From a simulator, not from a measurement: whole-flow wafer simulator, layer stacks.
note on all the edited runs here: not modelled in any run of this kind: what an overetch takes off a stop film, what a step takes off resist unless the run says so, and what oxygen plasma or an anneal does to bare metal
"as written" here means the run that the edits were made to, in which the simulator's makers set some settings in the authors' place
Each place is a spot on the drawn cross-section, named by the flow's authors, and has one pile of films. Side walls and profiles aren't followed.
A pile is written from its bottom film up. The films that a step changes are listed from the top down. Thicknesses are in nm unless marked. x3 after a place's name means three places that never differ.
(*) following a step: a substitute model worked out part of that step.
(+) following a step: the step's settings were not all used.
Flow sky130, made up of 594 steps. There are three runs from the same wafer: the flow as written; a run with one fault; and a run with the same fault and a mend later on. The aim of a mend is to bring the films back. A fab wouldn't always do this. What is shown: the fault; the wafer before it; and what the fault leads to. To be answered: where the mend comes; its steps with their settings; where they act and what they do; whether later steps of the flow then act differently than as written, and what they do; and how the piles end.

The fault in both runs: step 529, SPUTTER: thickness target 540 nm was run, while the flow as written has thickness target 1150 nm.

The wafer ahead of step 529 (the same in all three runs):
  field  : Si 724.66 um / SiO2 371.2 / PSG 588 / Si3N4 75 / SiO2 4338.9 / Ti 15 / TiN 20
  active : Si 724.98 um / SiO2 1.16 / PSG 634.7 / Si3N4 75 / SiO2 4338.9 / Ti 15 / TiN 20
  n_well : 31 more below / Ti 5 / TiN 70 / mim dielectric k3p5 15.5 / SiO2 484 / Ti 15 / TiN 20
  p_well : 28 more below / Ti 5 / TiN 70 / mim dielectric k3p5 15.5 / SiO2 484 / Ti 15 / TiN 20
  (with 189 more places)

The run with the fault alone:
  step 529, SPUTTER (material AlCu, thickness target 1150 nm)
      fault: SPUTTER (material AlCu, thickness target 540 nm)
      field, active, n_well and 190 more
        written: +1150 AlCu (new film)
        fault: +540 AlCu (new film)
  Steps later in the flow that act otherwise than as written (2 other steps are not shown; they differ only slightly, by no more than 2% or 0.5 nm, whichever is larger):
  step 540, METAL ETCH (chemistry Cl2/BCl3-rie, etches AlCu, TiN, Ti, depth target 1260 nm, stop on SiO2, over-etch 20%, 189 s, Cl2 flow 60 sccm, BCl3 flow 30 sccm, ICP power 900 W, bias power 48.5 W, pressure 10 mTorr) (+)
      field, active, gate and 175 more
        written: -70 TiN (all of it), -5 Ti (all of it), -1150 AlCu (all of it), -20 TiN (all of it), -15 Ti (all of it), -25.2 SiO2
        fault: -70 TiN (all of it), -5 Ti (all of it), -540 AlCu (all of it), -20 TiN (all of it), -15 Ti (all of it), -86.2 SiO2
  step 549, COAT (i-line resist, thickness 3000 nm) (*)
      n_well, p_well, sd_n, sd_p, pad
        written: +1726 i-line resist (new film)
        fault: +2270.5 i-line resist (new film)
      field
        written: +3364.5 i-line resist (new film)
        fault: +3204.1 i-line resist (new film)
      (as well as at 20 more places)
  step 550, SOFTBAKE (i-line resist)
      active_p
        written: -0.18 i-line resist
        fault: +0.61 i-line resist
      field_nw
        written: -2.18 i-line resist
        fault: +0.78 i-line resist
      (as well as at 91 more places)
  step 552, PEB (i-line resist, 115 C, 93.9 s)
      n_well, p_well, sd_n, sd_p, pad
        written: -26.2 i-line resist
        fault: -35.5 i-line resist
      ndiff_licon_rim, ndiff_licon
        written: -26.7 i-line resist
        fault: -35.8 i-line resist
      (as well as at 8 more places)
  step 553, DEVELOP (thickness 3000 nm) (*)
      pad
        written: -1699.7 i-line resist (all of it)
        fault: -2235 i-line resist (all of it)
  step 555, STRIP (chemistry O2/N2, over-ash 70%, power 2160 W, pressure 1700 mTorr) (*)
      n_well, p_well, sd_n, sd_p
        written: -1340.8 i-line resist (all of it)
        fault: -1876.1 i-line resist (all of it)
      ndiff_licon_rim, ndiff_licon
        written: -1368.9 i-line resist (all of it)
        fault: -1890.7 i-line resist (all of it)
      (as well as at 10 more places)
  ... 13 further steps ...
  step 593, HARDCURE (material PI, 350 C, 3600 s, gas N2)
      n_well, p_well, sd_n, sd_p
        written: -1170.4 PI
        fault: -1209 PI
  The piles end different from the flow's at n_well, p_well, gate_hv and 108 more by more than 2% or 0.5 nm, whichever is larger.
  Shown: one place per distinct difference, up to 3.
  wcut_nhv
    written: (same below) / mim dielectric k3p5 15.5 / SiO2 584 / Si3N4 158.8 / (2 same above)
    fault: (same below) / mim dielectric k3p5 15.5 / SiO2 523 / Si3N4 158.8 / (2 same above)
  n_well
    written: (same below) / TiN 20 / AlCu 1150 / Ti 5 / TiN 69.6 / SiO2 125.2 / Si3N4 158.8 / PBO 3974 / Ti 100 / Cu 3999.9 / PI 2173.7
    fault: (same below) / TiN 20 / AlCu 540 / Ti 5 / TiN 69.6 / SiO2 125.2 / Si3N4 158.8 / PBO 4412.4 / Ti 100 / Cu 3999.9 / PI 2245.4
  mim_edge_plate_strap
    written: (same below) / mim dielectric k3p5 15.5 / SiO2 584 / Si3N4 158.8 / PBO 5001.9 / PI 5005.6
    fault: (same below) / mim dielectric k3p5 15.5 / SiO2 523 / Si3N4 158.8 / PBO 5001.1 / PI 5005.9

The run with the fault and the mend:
  After step 529 comes the mend.
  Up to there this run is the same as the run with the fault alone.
  step 529a, SPUTTER (material AlCu, thickness target 610 nm) (the flow's step 529 again, with other settings)
      field, active, n_well and 190 more
        +610 AlCu
  Every later step of the flow that is run acts as written at every place that is followed.
  The piles end the same as the flow's at every place that both follow.
